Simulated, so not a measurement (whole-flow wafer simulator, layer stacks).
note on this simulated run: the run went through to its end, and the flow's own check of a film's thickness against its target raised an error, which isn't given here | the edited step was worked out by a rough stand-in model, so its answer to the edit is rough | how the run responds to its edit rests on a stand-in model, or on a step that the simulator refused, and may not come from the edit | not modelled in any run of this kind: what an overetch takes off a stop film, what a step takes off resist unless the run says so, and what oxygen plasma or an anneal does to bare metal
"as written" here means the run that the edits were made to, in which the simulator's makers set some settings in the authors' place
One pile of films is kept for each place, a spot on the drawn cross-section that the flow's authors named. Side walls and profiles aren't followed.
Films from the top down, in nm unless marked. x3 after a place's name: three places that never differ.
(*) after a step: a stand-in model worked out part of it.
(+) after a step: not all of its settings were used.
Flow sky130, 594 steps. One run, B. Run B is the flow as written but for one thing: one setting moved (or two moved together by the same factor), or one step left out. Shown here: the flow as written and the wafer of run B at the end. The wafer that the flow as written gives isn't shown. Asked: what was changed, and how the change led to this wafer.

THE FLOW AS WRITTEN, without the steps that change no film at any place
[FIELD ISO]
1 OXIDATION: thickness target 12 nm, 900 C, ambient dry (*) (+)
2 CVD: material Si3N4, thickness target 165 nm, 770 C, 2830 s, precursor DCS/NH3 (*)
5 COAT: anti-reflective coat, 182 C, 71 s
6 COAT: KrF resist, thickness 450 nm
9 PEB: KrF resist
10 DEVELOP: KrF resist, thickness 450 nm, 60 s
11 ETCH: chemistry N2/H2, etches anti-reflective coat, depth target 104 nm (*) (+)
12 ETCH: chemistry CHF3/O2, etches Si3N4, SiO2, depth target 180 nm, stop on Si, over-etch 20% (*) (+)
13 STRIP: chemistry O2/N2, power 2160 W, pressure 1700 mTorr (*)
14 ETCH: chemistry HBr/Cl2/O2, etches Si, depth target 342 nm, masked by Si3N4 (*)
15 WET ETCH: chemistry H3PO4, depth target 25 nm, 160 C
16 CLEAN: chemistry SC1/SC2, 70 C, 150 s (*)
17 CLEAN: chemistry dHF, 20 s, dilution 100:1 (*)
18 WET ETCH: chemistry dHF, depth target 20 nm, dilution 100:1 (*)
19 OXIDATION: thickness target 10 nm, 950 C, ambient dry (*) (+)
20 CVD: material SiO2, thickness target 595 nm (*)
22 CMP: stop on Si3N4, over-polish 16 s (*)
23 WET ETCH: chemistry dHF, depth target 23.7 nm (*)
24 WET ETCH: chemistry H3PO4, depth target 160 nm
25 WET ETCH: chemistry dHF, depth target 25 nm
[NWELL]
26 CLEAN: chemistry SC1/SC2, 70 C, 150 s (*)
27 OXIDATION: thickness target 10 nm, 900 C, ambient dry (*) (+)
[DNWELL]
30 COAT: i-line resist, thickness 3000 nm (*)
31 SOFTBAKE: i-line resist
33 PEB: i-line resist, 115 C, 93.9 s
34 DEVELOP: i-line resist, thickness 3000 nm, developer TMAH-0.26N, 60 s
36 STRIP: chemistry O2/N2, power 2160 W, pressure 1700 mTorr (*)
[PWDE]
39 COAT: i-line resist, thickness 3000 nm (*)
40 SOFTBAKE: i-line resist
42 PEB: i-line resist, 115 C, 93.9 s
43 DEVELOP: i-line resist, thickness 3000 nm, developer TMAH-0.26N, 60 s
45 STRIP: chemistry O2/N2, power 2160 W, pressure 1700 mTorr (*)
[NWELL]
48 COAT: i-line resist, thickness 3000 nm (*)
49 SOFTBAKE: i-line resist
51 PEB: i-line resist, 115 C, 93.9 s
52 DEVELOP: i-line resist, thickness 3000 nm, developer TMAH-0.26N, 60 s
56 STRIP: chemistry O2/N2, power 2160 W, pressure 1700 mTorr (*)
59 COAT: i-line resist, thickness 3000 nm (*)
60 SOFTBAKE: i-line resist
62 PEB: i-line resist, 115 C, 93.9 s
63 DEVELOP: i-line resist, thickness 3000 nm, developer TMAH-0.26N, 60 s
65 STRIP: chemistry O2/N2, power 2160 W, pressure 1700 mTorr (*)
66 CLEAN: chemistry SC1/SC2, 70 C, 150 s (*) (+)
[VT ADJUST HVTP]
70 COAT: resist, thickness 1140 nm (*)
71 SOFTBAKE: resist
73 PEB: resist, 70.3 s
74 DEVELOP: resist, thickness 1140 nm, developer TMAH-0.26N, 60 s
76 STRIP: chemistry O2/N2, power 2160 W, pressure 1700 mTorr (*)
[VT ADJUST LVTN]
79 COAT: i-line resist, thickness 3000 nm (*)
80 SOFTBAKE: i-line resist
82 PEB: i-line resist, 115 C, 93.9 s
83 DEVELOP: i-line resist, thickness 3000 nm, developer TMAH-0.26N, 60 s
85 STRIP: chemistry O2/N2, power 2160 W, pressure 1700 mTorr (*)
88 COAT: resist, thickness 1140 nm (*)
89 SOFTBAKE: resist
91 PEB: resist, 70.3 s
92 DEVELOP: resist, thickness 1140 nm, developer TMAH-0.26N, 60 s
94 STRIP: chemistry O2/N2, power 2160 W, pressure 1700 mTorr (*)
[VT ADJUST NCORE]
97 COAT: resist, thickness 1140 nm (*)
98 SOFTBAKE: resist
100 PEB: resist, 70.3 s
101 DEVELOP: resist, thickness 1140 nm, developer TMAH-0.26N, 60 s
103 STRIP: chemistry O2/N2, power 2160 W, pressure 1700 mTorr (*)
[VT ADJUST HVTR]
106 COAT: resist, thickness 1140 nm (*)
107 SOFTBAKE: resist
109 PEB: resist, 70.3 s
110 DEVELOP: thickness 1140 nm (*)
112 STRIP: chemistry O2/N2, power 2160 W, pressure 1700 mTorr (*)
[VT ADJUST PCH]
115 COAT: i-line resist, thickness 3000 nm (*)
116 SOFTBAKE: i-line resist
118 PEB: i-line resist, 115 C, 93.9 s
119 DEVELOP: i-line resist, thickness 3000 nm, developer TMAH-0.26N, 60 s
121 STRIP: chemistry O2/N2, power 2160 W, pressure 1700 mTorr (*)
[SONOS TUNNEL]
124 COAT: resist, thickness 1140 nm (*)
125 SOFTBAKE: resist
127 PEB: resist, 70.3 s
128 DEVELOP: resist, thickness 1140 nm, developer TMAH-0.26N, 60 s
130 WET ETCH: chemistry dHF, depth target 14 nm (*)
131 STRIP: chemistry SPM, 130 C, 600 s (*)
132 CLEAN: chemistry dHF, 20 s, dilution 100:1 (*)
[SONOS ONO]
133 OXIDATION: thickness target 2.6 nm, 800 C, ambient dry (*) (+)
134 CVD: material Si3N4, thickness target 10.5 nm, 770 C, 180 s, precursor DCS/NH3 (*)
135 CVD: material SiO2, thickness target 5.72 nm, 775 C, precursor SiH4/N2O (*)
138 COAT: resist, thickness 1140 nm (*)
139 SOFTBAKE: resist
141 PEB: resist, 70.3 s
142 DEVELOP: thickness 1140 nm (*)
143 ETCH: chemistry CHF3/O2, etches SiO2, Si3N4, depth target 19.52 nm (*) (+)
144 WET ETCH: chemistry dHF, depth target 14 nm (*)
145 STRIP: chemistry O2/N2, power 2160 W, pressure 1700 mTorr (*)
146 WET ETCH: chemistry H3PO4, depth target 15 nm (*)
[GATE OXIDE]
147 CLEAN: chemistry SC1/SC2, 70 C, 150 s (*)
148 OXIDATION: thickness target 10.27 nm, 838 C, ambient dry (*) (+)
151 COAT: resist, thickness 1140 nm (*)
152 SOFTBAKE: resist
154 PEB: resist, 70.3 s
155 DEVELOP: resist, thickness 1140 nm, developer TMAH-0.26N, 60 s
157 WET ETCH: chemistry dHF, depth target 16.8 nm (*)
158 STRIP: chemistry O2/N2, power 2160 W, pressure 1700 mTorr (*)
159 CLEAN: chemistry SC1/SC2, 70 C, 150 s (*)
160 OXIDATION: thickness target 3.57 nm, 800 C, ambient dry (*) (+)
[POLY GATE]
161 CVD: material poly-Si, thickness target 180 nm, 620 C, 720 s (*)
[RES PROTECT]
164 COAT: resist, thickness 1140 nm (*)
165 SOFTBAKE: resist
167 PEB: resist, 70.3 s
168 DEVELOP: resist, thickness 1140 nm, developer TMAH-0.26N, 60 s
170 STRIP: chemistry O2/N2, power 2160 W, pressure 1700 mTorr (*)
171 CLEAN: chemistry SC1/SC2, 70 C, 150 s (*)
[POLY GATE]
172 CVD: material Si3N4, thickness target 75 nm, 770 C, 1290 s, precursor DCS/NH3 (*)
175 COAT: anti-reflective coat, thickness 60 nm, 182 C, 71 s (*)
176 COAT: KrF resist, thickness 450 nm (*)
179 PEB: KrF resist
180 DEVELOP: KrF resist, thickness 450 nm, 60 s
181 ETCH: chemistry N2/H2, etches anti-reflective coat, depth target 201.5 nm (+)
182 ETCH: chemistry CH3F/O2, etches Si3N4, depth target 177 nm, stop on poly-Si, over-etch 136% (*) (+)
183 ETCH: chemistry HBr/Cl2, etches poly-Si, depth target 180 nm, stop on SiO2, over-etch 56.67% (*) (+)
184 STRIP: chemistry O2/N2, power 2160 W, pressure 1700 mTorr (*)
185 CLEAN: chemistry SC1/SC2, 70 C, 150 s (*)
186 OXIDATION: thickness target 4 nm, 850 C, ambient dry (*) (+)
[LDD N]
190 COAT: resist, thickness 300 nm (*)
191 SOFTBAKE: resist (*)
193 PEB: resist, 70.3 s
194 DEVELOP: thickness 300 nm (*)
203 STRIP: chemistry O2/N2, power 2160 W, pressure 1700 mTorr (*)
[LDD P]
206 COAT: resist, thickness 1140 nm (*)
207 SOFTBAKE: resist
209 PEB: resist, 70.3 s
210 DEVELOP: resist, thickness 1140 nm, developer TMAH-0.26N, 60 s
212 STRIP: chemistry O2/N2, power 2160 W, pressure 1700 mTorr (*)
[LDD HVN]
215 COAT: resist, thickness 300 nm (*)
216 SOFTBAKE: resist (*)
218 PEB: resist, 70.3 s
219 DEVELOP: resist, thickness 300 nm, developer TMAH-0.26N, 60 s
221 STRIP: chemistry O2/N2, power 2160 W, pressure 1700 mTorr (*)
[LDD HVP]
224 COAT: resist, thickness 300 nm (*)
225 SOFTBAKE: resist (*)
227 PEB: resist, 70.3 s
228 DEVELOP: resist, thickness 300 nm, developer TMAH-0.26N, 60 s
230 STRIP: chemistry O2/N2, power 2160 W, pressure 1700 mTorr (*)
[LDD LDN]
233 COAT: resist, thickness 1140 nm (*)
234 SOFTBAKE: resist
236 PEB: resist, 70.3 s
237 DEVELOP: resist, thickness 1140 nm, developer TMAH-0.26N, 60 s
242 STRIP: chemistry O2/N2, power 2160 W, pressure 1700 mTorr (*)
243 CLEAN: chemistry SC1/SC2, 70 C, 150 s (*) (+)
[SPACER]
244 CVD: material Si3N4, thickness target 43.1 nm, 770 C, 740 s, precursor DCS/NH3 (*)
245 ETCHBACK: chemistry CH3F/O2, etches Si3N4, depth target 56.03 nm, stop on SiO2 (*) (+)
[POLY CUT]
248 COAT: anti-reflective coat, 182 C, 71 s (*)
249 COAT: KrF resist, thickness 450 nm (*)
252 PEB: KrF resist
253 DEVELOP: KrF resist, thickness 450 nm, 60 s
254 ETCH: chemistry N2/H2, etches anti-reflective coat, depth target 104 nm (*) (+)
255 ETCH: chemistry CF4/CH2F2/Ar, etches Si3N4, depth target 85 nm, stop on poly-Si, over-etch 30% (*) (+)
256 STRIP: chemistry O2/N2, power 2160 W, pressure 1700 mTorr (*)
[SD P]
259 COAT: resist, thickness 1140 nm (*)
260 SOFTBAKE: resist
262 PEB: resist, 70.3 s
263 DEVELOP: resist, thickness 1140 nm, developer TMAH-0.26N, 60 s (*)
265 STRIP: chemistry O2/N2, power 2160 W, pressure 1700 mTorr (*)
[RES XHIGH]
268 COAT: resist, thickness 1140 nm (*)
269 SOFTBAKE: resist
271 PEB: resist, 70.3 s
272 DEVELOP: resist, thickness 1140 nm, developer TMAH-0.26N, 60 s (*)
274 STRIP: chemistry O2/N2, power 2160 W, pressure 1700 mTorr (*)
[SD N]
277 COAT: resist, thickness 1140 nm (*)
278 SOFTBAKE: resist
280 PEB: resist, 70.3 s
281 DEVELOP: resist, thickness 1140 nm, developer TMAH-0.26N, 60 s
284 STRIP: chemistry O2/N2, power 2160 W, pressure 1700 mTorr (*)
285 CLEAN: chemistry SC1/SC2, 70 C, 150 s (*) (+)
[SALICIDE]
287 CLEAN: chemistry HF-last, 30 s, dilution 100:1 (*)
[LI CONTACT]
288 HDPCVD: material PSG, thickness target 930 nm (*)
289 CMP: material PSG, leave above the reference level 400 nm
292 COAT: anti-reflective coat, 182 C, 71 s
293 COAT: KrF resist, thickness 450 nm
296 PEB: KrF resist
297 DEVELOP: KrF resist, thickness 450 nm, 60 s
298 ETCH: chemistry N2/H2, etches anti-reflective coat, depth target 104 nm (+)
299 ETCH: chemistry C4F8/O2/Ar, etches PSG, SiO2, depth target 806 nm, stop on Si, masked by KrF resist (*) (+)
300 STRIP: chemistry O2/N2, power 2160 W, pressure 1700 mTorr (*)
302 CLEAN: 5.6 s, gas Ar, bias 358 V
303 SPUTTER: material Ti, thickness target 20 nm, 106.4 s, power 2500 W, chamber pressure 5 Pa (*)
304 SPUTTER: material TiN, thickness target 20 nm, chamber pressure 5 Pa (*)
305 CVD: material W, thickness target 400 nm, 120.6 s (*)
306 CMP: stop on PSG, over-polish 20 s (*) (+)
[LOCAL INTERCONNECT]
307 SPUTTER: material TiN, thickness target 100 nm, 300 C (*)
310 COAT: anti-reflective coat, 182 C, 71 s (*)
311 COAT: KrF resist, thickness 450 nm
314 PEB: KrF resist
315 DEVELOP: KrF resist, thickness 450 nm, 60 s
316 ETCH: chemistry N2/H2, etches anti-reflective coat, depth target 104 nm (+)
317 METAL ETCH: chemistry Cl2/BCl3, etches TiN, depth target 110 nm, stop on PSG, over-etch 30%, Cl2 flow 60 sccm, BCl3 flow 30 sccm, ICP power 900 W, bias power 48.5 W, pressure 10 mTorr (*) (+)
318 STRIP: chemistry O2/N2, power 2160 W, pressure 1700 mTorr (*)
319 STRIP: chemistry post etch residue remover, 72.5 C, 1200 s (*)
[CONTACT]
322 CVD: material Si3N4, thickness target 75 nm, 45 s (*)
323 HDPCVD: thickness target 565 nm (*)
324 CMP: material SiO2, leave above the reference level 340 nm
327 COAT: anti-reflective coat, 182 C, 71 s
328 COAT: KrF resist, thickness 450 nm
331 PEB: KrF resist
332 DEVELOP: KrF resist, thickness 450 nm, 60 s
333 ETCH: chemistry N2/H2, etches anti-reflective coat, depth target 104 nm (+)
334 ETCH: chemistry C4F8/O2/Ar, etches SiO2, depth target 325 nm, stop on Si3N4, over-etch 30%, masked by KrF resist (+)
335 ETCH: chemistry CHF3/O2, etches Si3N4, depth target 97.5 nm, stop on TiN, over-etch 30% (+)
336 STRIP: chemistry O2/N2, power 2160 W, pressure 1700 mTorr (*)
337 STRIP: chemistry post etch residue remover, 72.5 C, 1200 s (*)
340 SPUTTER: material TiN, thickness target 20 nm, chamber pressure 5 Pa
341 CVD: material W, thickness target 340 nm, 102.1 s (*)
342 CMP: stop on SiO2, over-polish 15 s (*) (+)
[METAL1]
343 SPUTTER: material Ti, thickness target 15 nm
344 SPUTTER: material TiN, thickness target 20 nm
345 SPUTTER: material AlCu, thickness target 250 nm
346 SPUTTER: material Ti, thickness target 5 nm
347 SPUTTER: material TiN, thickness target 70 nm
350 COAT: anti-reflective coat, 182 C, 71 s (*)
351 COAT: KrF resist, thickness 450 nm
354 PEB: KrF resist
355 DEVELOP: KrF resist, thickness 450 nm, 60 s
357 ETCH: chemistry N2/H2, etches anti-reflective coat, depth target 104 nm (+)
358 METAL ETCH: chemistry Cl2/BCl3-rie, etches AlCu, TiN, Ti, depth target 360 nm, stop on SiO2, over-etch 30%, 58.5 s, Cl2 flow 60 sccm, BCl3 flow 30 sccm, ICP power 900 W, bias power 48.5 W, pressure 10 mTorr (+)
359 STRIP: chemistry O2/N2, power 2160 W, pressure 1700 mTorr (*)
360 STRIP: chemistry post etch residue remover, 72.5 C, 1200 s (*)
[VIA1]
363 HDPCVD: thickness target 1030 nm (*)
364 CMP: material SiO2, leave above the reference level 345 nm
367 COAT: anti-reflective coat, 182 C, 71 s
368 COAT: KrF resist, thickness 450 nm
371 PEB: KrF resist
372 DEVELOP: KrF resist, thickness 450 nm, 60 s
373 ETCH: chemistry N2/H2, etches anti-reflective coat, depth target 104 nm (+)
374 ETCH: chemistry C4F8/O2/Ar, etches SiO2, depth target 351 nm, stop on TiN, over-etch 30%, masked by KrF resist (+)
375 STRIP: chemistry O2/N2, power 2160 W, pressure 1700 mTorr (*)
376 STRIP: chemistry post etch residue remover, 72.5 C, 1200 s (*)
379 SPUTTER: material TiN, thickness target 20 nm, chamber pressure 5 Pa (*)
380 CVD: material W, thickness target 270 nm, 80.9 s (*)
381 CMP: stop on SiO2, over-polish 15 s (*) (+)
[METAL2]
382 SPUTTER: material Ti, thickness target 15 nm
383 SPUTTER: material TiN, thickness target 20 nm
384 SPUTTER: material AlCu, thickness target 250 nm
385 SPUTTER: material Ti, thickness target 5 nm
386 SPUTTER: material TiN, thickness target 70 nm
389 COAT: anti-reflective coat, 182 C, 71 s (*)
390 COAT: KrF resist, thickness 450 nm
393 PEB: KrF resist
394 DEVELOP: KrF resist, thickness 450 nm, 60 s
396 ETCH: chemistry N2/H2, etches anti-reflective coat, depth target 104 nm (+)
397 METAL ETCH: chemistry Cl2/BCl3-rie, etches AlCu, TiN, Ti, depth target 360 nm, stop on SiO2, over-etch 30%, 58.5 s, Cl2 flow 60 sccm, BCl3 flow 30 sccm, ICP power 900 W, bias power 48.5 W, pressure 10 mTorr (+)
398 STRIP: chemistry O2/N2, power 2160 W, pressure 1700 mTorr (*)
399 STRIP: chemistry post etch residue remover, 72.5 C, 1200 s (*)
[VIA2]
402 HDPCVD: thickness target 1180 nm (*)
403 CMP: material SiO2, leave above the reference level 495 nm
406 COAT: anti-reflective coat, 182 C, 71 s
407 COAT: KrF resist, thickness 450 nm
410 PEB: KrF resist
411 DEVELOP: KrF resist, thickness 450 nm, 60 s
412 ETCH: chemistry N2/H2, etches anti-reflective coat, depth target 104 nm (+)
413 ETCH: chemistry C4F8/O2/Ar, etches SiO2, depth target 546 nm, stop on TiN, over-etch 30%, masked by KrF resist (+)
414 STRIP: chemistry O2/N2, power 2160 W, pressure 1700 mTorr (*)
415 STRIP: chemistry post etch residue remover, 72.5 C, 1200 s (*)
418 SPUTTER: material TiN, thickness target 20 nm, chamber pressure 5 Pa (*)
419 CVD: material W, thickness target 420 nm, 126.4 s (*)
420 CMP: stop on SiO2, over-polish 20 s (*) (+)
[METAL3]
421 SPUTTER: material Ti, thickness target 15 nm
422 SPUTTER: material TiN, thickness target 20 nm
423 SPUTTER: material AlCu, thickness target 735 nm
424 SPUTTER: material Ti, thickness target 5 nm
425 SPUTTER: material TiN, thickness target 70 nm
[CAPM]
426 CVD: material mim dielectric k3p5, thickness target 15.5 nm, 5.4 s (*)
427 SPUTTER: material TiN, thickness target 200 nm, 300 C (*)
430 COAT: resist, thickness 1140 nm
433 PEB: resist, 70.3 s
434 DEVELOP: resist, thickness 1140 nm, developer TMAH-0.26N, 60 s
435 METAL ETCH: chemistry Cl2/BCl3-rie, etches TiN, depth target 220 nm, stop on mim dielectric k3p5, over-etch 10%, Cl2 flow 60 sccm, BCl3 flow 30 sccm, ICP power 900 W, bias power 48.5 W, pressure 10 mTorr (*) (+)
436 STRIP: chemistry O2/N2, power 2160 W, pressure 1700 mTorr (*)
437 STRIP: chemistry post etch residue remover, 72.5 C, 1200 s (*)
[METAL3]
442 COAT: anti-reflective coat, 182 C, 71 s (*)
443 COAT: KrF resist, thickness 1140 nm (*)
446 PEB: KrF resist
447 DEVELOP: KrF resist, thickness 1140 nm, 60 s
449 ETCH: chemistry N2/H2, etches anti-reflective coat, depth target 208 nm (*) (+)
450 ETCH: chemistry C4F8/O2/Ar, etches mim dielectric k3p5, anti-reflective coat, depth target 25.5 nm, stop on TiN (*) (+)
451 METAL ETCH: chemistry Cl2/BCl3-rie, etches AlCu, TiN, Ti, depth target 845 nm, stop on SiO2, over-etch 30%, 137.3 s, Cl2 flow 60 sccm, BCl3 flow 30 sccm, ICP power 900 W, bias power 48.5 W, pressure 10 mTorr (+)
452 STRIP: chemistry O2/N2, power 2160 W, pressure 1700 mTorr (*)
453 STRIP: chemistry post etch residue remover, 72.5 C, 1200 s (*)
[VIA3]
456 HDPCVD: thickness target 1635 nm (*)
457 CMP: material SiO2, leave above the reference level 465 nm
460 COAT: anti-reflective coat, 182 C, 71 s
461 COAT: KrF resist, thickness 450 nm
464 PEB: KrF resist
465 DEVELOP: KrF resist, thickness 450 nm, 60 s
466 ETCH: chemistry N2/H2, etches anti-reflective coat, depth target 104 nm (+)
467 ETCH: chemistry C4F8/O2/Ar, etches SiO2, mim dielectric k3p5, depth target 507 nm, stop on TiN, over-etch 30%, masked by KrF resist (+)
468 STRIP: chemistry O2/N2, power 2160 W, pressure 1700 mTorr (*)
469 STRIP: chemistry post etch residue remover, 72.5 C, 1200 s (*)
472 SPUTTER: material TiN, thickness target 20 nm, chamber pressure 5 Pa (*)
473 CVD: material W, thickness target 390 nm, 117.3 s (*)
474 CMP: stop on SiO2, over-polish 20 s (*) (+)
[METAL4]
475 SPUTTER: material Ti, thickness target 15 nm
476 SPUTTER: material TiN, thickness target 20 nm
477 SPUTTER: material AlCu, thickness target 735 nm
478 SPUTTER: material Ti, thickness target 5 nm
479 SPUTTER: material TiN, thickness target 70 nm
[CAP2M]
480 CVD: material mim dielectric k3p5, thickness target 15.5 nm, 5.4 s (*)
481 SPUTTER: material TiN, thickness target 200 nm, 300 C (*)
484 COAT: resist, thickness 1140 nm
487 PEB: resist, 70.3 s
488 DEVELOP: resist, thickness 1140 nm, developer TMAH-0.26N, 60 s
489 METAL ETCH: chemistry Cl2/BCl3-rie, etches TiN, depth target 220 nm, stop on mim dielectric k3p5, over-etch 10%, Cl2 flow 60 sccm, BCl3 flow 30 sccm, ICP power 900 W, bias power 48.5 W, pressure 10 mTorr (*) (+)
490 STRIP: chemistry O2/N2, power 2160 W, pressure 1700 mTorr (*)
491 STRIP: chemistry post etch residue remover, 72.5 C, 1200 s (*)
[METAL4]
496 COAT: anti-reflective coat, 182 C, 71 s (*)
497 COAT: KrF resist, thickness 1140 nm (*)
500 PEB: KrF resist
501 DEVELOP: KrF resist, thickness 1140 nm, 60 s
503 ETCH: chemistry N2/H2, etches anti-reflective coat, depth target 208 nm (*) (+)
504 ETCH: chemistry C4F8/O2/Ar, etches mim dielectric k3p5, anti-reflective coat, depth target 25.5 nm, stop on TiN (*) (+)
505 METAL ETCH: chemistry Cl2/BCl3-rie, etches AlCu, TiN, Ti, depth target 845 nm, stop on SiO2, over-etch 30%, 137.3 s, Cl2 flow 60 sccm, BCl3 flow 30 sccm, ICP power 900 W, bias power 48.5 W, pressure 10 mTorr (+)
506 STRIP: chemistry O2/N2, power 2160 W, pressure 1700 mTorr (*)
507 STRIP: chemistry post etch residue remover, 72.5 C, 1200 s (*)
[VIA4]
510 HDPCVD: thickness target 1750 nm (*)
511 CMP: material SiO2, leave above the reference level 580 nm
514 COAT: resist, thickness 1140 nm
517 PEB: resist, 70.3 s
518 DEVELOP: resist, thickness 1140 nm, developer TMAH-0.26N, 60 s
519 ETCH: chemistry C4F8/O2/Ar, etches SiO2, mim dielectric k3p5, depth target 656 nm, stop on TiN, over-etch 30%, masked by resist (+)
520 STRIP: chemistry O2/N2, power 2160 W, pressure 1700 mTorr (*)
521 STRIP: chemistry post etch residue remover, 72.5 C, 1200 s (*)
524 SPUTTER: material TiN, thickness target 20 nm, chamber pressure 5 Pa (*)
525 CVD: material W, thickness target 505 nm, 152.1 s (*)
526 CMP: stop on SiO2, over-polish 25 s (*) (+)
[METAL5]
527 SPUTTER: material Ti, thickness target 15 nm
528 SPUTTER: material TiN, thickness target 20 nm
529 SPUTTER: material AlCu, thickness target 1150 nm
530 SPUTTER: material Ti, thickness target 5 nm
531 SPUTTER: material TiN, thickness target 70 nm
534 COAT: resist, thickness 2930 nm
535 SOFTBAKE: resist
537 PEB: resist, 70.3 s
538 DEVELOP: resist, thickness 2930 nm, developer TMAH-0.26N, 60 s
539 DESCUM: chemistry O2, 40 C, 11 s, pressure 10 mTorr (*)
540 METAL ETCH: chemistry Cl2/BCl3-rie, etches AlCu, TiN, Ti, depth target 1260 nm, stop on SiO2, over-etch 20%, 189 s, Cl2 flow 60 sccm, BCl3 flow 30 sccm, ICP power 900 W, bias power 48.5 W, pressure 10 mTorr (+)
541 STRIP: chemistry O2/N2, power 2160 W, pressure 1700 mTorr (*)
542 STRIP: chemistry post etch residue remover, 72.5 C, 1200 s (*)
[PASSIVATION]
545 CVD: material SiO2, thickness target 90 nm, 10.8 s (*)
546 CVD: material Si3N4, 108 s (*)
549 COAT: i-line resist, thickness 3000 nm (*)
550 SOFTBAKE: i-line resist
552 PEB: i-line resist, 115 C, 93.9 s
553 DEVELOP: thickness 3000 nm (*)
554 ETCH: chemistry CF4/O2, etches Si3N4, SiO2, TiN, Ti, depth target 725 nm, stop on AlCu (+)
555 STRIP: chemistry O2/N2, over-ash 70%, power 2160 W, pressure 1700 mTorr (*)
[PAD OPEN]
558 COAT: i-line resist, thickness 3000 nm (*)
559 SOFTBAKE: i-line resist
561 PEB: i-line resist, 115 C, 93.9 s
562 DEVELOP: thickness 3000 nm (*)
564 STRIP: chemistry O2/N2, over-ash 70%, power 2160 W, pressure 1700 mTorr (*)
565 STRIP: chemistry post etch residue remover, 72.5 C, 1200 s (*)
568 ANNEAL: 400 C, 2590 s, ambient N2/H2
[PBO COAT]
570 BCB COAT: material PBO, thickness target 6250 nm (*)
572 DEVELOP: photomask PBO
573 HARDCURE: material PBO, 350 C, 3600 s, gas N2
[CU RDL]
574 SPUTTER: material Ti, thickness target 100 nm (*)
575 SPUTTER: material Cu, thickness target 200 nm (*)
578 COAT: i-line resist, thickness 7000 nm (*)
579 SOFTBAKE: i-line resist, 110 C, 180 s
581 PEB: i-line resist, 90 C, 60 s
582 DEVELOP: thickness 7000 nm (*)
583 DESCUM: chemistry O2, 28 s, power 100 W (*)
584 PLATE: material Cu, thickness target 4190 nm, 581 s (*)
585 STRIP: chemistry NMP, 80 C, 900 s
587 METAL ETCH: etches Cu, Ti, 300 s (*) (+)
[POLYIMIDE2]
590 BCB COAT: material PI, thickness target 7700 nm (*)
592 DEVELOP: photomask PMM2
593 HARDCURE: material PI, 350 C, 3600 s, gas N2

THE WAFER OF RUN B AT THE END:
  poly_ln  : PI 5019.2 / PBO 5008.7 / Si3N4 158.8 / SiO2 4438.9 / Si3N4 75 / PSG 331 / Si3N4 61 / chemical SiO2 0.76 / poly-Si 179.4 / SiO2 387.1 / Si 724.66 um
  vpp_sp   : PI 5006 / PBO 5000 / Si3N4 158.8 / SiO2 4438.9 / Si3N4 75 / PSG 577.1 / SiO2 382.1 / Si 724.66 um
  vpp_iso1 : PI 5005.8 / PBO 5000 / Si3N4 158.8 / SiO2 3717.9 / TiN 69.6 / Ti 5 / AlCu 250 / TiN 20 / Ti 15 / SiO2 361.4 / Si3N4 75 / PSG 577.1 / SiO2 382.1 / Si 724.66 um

The cause: step 23, WET ETCH: depth target 14.2 nm was run, where the flow has depth target 23.7 nm.

How the change led to this, step by step:
  23 WET ETCH: chemistry dHF, depth target 23.7 nm (*)
      active, n_well, p_well and 100 more: Si3N4 -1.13 (as written it would be: Si3N4 -1.84)
      field, mim, iso_guard and 84 more: SiO2 -14.2 (as written it would be: SiO2 -23.7)
  31 SOFTBAKE: i-line resist
      gate_p_g5v0, sonos_guard_x: i-line resist +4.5 (as written it would be: i-line resist +3.96)
      m1: i-line resist +6.03 (as written it would be: i-line resist +5.34)
      (and at 69 more places)
  40 SOFTBAKE: i-line resist
      gate_p_g5v0, sonos_guard_x: i-line resist +4.5 (as written it would be: i-line resist +3.96)
      m1: i-line resist +6.03 (as written it would be: i-line resist +5.34)
      (and at 69 more places)
  49 SOFTBAKE: i-line resist
      gate_p_g5v0, sonos_guard_x: i-line resist +4.5 (as written it would be: i-line resist +3.96)
      m1: i-line resist +6.03 (as written it would be: i-line resist +5.34)
      (and at 69 more places)
  60 SOFTBAKE: i-line resist
      gate_p_g5v0, sonos_guard_x: i-line resist +4.5 (as written it would be: i-line resist +3.96)
      m1: i-line resist +6.03 (as written it would be: i-line resist +5.34)
      (and at 69 more places)
  71 SOFTBAKE: resist
      gate_hv_pwblk: resist +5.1 (as written it would be: resist +4.5)
      ndiff_licon_cpp: resist +4.95 (as written it would be: resist +4.39)
      (and at 3 more places)
  80 SOFTBAKE: i-line resist
      m1: i-line resist +6.04 (as written it would be: i-line resist +5.35)
      sonos_cell: i-line resist +6.98 (as written it would be: i-line resist +6.18)
      (and at 67 more places)
  89 SOFTBAKE: resist
      gate_hv_pwblk: resist +5.1 (as written it would be: resist +4.5)
      ndiff_licon_cpp: resist +4.95 (as written it would be: resist +4.39)
      (and at 3 more places)
  98 SOFTBAKE: resist
      gate_hv_pwblk: resist +5.1 (as written it would be: resist +4.5)
      ndiff_licon_cpp: resist +4.95 (as written it would be: resist +4.39)
      (and at 3 more places)
  107 SOFTBAKE: resist
      gate_hv_pwblk: resist +5.1 (as written it would be: resist +4.5)
      ndiff_licon_cpp: resist +4.95 (as written it would be: resist +4.39)
      (and at 3 more places)
  116 SOFTBAKE: i-line resist
      m1: i-line resist +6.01 (as written it would be: i-line resist +5.32)
      sonos_cell: i-line resist +6.95 (as written it would be: i-line resist +6.16)
      (and at 68 more places)
  125 SOFTBAKE: resist
      gate_hv_pwblk: resist +5.1 (as written it would be: resist +4.5)
      ndiff_licon_cpp: resist +4.95 (as written it would be: resist +4.39)
      (and at 3 more places)
  139 SOFTBAKE: resist
      gate_hv_pwblk: resist +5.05 (as written it would be: resist +4.44)
      ndiff_licon_cpp: resist +4.81 (as written it would be: resist +4.26)
      (and at 3 more places)
  152 SOFTBAKE: resist
      gate_hv_pwblk: resist +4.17 (as written it would be: resist +3.56)
      ndiff_licon_cpp: resist +4.07 (as written it would be: resist +3.51)
      (and at 3 more places)
  161 CVD: material poly-Si, thickness target 180 nm, 620 C, 720 s (*)
      ndiff_dn: poly-Si +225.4 (new film) (as written it would be: poly-Si +215.9 (new film))
  165 SOFTBAKE: resist
      gate_hv_pwblk: resist +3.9 (as written it would be: resist +3.31)
      gate_hv_iso: resist +3.62 (as written it would be: resist +3.1)
      (and at 2 more places)
  ... 23 more steps ...
  306 CMP: stop on PSG, over-polish 20 s (*) (+)
      poly_licon: W -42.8 (as written it would be: W -33.3)
